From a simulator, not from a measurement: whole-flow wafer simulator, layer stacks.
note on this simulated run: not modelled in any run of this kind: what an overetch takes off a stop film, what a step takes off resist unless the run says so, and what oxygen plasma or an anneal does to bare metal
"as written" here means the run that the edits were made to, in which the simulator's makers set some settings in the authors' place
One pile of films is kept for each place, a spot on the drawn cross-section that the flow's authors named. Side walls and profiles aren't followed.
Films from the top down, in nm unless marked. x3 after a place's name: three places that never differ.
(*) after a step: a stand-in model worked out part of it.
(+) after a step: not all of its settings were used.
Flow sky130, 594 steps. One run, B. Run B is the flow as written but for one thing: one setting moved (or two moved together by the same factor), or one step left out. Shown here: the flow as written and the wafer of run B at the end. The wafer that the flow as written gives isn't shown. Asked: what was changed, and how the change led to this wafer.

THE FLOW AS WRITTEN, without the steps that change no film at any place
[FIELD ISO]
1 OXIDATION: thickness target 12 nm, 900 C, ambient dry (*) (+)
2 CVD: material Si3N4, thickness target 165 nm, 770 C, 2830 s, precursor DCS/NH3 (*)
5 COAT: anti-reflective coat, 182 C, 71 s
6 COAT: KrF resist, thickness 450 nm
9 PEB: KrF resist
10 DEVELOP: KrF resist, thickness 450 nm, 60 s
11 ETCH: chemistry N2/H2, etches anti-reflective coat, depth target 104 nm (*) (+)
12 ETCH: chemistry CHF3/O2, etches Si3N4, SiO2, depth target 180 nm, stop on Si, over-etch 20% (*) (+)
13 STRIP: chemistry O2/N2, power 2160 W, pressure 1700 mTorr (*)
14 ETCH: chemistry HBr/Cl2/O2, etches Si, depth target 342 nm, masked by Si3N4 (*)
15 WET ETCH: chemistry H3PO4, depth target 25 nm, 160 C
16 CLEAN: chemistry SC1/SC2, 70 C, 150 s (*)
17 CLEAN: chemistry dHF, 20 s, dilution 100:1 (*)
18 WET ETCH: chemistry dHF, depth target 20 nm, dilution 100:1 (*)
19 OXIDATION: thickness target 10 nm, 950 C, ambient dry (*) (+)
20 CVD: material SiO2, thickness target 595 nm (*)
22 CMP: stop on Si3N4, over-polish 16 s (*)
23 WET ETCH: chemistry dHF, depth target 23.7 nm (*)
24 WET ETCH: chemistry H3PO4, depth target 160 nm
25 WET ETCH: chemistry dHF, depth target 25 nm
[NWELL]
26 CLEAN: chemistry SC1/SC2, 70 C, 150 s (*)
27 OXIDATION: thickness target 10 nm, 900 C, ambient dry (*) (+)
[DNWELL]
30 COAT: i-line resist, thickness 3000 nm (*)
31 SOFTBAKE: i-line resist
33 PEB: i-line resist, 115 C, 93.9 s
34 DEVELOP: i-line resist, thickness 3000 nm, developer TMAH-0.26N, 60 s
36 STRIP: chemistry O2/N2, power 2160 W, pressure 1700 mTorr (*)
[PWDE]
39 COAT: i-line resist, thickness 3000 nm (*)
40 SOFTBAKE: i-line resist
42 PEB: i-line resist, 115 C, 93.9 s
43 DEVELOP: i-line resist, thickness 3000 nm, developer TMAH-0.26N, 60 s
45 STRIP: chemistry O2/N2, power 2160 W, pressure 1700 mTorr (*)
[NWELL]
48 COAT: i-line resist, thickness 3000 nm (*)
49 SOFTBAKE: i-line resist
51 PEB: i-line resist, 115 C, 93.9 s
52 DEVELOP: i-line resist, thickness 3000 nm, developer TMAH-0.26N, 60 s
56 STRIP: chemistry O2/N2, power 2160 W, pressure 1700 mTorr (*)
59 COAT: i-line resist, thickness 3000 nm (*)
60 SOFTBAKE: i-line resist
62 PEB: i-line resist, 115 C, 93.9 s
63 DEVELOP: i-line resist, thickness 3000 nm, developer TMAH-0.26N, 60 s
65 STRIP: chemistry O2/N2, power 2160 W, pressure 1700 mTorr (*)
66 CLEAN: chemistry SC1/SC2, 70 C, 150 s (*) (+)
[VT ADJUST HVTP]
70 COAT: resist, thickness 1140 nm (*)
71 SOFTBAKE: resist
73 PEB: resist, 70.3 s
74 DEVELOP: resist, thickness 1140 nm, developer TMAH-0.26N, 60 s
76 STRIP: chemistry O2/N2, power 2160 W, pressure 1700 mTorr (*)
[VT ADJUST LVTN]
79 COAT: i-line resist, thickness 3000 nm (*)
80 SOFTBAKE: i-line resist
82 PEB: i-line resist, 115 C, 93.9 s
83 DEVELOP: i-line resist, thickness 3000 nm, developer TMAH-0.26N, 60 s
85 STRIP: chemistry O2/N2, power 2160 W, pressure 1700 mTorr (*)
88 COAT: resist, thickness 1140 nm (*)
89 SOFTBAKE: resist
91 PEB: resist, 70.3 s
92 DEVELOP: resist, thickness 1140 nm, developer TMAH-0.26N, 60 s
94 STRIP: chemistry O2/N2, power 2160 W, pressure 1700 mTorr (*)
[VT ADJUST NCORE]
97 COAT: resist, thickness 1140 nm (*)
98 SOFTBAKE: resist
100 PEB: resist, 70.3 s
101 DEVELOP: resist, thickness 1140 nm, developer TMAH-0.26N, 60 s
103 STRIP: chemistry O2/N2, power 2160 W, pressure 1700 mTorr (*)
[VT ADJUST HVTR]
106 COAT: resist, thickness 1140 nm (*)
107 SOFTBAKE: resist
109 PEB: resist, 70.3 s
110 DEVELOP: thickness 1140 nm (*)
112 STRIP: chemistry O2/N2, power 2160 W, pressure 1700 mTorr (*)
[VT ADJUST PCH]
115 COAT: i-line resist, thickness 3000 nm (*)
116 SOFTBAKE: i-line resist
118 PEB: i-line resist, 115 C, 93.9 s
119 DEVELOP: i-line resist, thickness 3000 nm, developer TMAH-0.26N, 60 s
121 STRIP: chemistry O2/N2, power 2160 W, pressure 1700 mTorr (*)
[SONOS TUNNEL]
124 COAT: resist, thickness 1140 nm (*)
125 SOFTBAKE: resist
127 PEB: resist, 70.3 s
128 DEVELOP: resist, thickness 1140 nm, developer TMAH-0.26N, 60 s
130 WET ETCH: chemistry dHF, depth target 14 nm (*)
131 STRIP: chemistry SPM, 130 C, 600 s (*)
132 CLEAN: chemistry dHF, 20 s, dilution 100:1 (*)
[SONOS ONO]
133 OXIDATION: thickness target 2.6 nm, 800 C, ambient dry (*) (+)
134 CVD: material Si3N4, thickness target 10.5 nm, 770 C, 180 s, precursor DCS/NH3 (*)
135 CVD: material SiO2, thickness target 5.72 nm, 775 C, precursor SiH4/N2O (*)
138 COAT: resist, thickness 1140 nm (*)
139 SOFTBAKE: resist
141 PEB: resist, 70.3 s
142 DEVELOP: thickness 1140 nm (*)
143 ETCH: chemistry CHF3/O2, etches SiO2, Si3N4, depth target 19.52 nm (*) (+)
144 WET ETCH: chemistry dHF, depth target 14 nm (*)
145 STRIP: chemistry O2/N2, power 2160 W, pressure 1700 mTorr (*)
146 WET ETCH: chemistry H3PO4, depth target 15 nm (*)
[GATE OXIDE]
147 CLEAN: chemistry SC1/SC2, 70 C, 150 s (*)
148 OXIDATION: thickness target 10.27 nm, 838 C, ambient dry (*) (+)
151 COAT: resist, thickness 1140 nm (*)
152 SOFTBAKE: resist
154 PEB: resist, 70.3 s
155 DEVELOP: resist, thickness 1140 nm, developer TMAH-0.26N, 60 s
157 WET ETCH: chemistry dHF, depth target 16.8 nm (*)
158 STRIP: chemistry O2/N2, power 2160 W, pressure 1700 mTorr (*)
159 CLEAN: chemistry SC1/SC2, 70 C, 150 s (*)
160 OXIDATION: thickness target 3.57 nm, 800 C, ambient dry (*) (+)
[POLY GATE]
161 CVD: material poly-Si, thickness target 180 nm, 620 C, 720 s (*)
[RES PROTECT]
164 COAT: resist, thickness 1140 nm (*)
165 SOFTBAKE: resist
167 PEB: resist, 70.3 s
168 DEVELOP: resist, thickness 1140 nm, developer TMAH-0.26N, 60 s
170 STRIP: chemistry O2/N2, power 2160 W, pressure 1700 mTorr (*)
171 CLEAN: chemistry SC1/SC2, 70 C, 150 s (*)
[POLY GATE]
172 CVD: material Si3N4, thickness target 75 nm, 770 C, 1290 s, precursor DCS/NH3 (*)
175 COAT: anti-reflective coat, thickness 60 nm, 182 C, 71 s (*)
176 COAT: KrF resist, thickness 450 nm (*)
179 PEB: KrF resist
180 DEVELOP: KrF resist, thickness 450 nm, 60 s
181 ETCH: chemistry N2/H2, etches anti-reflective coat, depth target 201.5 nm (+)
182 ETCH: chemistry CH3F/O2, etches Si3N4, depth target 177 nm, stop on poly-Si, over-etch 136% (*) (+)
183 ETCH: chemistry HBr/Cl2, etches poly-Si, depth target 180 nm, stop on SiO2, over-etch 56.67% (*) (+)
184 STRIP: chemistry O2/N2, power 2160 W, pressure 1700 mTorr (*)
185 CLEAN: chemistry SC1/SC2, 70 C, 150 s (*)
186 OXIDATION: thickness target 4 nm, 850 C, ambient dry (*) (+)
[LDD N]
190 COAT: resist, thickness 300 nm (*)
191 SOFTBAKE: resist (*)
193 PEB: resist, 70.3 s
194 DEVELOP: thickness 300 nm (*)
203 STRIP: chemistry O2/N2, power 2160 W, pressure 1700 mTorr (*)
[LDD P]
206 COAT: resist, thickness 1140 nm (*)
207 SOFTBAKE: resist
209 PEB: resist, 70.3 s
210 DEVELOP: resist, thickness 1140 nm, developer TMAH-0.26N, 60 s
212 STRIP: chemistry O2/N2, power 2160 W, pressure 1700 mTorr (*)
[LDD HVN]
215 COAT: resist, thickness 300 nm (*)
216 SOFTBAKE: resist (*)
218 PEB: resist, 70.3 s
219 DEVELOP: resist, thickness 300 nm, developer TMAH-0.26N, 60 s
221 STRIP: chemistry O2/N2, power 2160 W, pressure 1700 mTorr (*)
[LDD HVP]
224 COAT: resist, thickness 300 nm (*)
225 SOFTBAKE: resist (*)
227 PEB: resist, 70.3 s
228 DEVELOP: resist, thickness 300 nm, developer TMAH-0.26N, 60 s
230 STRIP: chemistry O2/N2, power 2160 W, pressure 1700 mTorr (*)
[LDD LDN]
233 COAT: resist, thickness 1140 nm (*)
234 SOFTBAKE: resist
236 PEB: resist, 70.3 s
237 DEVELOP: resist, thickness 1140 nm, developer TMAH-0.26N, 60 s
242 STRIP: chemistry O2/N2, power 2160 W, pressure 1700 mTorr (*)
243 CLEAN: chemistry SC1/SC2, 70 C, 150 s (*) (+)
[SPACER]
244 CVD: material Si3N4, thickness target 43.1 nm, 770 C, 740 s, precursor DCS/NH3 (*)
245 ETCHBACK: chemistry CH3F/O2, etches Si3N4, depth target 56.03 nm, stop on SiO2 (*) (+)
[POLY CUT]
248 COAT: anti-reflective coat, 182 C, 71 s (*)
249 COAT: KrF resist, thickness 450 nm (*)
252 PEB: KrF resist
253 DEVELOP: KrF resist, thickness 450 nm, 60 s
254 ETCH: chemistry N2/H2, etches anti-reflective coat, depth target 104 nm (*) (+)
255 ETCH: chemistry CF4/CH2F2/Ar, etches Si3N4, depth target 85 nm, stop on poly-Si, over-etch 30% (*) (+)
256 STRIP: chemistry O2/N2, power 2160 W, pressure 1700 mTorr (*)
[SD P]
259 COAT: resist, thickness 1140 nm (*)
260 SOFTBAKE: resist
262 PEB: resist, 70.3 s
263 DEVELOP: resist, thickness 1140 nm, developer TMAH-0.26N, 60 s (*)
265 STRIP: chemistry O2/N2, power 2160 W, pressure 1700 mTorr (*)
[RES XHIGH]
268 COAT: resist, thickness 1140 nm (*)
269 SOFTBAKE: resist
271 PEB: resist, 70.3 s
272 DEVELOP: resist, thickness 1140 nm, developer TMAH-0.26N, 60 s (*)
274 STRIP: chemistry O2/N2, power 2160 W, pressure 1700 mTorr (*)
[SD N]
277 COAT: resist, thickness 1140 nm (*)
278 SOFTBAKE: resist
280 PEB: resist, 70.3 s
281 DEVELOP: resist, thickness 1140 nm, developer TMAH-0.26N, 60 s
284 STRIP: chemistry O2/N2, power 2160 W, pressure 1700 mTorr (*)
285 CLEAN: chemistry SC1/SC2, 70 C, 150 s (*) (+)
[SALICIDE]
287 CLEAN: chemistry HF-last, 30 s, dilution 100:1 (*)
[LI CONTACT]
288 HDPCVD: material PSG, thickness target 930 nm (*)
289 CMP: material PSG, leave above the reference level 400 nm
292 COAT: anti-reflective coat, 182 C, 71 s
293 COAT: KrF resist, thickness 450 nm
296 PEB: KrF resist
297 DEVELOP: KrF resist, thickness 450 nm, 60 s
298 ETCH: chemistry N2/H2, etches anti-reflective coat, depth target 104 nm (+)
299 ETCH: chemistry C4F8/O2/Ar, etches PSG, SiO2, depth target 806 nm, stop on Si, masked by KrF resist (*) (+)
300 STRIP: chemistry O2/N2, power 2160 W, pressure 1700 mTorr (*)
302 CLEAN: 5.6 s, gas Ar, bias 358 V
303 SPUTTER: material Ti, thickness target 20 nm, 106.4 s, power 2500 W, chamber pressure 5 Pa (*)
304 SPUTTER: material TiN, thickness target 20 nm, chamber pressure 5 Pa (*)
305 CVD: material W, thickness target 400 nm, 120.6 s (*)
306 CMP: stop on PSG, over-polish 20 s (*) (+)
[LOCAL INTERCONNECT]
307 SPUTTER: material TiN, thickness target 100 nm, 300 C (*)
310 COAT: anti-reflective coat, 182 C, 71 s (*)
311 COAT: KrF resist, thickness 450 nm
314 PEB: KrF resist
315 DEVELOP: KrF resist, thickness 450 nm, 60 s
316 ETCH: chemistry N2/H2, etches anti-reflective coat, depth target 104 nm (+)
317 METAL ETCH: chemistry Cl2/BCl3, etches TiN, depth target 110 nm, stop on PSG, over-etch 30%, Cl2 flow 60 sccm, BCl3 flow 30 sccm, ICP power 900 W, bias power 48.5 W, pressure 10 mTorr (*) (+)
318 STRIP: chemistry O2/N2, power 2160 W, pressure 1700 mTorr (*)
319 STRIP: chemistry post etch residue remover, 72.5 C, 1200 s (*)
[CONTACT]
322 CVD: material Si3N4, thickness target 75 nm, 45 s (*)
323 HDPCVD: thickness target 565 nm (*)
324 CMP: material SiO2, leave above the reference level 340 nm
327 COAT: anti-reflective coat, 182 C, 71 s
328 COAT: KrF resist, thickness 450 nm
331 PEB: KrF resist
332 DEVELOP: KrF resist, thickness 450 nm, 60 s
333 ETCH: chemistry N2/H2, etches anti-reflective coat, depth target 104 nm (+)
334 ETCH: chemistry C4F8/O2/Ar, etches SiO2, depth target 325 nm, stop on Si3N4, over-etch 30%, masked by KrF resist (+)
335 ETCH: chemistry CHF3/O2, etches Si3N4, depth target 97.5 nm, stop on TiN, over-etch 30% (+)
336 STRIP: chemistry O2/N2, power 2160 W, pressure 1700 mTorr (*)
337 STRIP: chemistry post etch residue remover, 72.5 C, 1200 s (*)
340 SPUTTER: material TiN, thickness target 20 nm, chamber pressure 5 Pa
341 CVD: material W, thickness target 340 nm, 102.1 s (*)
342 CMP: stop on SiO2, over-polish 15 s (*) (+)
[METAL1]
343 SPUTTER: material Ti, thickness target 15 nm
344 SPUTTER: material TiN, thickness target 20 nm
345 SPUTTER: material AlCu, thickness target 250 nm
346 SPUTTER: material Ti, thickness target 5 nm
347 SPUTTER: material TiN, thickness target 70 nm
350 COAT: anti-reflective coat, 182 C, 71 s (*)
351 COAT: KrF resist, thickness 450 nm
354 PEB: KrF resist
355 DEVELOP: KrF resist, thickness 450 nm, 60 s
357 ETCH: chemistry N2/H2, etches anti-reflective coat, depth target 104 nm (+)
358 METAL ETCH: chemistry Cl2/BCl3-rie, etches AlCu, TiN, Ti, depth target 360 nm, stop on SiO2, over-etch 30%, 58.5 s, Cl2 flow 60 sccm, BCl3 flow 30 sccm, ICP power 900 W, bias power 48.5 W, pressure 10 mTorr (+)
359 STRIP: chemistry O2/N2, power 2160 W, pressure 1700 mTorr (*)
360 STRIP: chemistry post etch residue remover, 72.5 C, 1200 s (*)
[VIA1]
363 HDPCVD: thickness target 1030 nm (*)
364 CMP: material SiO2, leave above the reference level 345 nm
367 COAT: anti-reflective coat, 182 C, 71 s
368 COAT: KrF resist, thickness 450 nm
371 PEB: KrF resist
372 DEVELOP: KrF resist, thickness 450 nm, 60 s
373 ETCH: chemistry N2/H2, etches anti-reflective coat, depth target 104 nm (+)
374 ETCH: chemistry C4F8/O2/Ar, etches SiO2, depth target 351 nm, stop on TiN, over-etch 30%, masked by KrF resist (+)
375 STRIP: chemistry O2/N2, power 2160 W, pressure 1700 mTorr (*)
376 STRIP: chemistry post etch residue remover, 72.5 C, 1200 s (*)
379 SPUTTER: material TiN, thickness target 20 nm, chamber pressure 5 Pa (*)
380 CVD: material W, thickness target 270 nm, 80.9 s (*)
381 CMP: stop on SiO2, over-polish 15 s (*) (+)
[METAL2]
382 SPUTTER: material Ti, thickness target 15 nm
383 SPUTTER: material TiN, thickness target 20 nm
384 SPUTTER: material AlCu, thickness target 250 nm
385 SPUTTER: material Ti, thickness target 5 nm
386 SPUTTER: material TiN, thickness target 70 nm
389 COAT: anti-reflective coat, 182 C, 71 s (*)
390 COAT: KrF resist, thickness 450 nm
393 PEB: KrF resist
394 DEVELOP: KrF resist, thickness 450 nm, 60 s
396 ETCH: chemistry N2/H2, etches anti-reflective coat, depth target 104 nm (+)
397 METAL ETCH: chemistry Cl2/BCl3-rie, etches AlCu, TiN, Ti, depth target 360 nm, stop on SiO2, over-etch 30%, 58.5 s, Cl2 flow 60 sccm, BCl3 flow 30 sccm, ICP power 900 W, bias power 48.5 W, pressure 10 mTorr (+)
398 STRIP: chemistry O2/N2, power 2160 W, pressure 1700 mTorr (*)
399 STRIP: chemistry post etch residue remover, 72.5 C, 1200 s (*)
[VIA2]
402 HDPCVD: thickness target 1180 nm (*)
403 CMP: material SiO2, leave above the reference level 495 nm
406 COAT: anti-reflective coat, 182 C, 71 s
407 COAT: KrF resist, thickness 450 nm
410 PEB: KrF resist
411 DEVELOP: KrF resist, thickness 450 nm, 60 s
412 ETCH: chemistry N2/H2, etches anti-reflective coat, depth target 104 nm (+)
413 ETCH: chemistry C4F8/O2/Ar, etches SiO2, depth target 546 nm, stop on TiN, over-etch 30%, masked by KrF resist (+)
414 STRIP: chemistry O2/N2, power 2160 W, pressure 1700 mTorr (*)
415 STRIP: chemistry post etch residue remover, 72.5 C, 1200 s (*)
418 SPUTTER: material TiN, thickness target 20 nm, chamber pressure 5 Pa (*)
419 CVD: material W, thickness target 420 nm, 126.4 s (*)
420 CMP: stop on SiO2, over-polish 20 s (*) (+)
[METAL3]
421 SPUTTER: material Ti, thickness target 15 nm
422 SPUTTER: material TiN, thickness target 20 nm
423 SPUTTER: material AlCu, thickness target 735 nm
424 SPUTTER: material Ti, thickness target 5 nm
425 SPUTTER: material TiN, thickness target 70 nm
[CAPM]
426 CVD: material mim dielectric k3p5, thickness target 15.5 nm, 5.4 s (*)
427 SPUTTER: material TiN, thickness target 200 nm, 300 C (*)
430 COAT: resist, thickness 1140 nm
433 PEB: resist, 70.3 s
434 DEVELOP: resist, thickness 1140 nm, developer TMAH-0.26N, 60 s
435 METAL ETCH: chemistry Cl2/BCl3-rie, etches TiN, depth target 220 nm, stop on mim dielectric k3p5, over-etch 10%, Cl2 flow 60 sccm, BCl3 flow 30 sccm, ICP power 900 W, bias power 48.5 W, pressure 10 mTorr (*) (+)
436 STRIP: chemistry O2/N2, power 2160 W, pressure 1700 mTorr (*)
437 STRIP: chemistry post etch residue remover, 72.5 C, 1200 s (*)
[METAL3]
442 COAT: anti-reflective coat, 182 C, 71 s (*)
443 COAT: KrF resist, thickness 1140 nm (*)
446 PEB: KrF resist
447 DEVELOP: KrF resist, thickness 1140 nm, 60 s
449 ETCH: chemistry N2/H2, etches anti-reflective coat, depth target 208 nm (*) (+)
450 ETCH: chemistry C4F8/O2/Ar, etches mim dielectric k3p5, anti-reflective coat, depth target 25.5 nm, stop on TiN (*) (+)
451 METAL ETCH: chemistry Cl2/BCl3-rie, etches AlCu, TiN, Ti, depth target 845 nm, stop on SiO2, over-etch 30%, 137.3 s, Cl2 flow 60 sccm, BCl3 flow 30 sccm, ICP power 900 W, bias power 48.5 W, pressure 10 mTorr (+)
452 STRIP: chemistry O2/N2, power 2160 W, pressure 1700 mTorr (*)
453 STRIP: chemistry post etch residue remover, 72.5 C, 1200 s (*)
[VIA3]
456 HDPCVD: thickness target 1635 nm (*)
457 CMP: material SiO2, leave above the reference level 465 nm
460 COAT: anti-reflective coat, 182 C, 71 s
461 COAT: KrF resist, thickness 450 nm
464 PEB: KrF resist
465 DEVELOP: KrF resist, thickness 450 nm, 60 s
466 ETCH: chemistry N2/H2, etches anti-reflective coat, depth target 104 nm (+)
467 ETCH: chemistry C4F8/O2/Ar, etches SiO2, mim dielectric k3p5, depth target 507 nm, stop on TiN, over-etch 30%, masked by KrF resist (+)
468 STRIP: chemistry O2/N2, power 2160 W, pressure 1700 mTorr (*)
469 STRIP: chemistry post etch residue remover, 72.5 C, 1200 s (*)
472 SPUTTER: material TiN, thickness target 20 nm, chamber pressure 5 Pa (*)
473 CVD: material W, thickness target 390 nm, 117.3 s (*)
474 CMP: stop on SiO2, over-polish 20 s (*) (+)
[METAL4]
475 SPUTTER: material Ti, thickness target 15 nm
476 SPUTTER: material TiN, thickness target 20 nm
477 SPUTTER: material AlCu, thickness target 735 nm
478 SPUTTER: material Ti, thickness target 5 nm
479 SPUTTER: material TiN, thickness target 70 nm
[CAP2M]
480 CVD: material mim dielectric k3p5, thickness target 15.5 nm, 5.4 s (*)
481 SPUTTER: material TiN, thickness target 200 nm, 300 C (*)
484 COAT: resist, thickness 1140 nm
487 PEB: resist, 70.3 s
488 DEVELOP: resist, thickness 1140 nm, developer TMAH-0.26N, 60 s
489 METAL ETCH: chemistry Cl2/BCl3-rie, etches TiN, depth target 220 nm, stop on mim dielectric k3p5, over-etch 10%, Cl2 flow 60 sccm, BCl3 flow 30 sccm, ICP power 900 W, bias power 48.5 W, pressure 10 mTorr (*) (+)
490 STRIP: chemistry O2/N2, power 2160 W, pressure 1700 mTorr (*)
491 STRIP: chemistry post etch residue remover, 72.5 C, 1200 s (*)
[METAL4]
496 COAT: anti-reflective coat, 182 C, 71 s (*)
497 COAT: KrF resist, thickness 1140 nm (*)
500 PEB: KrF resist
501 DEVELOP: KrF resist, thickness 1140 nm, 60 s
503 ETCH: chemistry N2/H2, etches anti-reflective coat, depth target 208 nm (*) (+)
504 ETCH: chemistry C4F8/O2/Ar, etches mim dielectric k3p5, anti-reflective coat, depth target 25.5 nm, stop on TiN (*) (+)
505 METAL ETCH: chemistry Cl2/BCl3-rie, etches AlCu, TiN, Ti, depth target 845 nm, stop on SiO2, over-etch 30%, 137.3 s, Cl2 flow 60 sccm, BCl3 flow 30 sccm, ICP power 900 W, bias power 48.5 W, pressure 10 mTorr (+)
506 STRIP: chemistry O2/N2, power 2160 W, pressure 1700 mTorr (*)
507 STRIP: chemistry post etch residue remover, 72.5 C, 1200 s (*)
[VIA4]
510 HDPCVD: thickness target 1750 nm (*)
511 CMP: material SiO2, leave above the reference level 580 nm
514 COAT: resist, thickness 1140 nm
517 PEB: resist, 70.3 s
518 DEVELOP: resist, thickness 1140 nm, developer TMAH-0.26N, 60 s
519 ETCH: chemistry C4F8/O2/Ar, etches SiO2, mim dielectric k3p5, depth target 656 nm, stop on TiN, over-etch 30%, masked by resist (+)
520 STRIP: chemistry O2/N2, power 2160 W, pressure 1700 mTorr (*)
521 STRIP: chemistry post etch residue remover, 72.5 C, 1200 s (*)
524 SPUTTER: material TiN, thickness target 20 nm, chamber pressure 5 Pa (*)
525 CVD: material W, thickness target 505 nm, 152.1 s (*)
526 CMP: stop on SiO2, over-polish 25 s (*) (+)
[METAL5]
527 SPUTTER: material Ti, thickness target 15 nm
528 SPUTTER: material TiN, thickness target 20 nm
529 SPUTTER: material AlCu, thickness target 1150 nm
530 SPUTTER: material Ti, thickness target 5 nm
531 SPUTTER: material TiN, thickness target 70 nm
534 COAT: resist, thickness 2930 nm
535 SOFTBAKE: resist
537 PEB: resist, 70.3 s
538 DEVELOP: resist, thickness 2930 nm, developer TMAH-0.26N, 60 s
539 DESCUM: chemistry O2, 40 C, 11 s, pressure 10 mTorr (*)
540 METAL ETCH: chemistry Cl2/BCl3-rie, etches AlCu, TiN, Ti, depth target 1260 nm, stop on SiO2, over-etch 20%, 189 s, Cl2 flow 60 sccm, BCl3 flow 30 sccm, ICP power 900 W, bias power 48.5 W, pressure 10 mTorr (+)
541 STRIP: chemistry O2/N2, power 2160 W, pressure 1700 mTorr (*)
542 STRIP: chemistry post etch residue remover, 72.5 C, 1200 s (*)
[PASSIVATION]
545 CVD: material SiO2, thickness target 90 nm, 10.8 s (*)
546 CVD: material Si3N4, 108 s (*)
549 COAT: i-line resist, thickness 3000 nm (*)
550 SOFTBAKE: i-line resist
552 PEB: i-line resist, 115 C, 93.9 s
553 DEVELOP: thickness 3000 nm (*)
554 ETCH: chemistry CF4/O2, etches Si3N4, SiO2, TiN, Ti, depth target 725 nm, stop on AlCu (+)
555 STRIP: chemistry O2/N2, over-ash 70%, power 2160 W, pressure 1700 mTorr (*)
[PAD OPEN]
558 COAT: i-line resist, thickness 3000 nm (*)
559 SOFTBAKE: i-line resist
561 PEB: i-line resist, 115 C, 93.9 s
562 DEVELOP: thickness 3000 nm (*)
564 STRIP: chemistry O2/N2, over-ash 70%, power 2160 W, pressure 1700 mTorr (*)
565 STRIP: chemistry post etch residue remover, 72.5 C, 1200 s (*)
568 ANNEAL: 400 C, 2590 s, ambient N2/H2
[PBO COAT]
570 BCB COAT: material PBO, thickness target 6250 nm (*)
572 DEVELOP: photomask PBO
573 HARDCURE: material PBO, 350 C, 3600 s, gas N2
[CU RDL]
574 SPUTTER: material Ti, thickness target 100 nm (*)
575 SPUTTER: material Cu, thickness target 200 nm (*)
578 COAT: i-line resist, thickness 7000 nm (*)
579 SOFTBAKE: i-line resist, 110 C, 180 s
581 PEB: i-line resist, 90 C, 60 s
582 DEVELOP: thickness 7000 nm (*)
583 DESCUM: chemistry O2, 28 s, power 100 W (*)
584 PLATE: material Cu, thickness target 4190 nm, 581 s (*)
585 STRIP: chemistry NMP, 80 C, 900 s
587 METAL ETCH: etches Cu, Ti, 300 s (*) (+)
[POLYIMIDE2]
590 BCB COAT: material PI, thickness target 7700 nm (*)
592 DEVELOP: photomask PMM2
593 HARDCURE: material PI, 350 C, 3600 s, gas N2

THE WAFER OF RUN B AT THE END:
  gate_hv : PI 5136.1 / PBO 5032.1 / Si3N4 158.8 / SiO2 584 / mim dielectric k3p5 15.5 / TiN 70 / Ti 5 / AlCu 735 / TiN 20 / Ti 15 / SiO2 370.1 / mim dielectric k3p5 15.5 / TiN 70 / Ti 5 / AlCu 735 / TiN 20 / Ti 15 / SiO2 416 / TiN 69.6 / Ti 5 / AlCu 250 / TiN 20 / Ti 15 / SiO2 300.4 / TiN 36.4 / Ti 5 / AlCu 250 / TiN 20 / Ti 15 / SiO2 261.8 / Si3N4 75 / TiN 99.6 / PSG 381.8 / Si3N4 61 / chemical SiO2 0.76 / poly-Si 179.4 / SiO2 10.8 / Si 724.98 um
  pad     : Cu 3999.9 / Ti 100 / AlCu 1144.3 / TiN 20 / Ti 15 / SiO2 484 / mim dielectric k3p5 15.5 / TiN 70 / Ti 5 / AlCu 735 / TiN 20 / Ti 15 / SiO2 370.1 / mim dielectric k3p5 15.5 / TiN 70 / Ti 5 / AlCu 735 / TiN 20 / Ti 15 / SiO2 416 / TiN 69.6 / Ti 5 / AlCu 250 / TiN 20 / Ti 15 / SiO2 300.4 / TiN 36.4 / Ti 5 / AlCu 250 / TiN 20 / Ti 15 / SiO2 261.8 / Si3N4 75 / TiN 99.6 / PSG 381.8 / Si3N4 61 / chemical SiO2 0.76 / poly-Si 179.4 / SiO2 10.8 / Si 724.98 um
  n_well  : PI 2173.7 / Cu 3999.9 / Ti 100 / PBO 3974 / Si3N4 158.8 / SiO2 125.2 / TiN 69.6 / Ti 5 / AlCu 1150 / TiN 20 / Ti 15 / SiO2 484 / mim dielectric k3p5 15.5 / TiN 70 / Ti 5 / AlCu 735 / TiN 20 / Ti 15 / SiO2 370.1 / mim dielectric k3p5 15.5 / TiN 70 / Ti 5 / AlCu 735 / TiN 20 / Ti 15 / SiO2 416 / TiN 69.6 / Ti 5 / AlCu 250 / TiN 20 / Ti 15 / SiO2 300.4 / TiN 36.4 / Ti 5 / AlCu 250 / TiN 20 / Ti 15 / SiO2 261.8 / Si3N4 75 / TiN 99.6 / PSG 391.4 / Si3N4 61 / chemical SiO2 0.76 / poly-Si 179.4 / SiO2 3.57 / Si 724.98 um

The cause: step 347, SPUTTER: thickness target 36.8 nm was run, where the flow has thickness target 70 nm.

How the change led to this, step by step:
  347 SPUTTER: material TiN, thickness target 70 nm
      field, active, n_well and 188 more: TiN +36.8 (new film) (as written it would be: TiN +70 (new film))
  358 METAL ETCH: chemistry Cl2/BCl3-rie, etches AlCu, TiN, Ti, depth target 360 nm, stop on SiO2, over-etch 30%, 58.5 s, Cl2 flow 60 sccm, BCl3 flow 30 sccm, ICP power 900 W, bias power 48.5 W, pressure 10 mTorr (+)
      field, active, gate and 81 more: TiN -35.5 (all of it), Ti -5 (all of it), AlCu -250 (all of it), TiN -20 (all of it), Ti -15 (all of it), SiO2 -14.3 (as written it would be: TiN -68.7 (all of it), Ti -5 (all of it), AlCu -250 (all of it), TiN -20 (all of it), Ti -15 (all of it), SiO2 -10.9)
  364 CMP: material SiO2, leave above the reference level 345 nm
      n_well, p_well, gate_hv and 100 more: SiO2 -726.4 (as written it would be: SiO2 -759.6)
      poly_licon, ndiff_licon, ndiff_licon_cpp, rpo_hd_licon: SiO2 -725.8 (as written it would be: SiO2 -759)
  374 ETCH: chemistry C4F8/O2/Ar, etches SiO2, depth target 351 nm, stop on TiN, over-etch 30%, masked by KrF resist (+)
      m1, via1_hole: SiO2 -303 (all of it) (as written it would be: SiO2 -269.8 (all of it))
  379 SPUTTER: material TiN, thickness target 20 nm, chamber pressure 5 Pa (*)
      m1: TiN +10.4 (as written it would be: TiN +11)
      via1_hole: TiN +10.3 (as written it would be: TiN +10.9)
  380 CVD: material W, thickness target 270 nm, 80.9 s (*)
      m1, via1_hole: W +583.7 (new film) (as written it would be: W +549.9 (new film))
